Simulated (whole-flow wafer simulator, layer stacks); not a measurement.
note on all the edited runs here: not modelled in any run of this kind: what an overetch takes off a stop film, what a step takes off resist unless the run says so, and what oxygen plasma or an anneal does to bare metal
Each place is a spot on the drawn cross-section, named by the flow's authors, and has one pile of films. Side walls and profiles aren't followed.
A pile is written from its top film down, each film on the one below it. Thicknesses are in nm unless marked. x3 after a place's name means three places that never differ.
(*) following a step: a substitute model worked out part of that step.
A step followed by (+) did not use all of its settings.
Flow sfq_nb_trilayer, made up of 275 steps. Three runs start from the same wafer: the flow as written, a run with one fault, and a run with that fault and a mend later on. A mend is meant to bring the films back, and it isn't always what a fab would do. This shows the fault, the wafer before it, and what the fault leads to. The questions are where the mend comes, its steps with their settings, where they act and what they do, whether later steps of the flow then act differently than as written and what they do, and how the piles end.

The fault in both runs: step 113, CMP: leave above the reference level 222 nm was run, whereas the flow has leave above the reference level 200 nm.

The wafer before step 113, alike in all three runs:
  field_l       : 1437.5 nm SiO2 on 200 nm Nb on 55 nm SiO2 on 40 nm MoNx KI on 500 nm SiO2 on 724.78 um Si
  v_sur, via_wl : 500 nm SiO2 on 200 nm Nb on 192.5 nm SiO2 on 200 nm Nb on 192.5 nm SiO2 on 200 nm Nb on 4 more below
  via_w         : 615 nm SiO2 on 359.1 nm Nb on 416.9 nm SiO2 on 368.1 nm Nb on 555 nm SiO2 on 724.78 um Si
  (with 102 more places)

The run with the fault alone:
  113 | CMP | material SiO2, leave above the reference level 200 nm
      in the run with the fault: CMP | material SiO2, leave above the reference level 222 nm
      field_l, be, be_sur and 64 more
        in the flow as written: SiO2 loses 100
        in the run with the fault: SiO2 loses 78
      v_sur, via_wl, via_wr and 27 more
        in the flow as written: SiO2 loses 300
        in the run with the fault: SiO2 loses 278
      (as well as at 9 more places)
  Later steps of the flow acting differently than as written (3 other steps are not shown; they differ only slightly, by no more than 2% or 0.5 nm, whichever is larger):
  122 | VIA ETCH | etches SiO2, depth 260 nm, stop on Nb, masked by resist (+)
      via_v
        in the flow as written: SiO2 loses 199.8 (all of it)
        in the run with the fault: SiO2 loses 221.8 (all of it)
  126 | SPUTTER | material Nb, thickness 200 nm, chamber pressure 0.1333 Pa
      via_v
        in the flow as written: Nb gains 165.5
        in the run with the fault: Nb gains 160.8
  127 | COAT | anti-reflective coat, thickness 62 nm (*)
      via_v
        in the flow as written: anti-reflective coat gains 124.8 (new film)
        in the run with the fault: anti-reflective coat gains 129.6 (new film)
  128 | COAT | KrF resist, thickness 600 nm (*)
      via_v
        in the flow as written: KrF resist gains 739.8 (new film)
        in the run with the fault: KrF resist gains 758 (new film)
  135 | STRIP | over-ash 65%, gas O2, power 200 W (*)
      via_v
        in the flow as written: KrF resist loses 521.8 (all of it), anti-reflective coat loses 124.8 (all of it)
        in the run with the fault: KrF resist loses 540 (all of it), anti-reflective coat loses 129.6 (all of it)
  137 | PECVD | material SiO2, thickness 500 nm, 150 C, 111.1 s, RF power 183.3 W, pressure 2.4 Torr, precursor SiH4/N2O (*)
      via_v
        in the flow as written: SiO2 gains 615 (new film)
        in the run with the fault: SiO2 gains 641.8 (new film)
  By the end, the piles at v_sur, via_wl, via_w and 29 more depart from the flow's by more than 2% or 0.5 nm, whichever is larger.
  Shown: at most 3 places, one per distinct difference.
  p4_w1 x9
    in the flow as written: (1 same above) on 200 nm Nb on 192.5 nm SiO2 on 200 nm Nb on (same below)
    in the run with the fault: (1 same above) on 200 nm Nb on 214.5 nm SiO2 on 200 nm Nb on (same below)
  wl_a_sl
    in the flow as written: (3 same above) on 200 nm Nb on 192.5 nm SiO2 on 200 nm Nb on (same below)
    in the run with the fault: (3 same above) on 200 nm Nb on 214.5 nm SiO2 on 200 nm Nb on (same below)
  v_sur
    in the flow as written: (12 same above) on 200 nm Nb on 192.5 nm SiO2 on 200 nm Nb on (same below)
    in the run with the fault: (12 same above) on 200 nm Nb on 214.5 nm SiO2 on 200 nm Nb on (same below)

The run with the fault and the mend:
  The mend follows step 120.
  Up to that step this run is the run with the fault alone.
  120a | STRIP | over-ash 65%, gas O2, power 200 W (*)
      field_l, v_sur, via_wl and 102 more
        KrF resist loses 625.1 (all of it), anti-reflective coat loses 62 (all of it)
      via_v
        anti-reflective coat loses 62 (all of it)
  120b | CMP | material SiO2, leave above the reference level 200 nm (a further turn of the flow's step 113)
      field_l, v_sur, via_wl and 103 more
        SiO2 loses 22
  120c | COAT | anti-reflective coat, thickness 62 nm (a further turn of the flow's step 115)
      field_l, v_sur, via_wl and 103 more
        anti-reflective coat gains 62 (new film)
  120d | COAT | KrF resist, thickness 650 nm (a further turn of the flow's step 116)
      field_l, v_sur, via_wl and 103 more
        KrF resist gains 650 (new film)
  120e | SOFTBAKE | KrF resist (a further turn of the flow's step 117)
      alters no film at any place that is followed
  120f | EXPOSE | photomask I3, dose 11.91 mJ/cm2, NA 0.6, wavelength 248 nm (*) (a further turn of the flow's step 118)
      alters no film at any place that is followed
  120g | PEB | KrF resist, 90 s (a further turn of the flow's step 119)
      field_l, v_sur, via_wl and 103 more
        KrF resist loses 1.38
  120h | DEVELOP | KrF resist, thickness 650 nm, 60 s (a further turn of the flow's step 120)
      field_l, v_sur, via_wl and 102 more
        KrF resist loses 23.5
      via_v
        KrF resist loses 648.6 (all of it)
  None of the later steps of the flow acts differently than as written at any place that is followed.
  At every place that both follow, the piles at the end match the flow's.
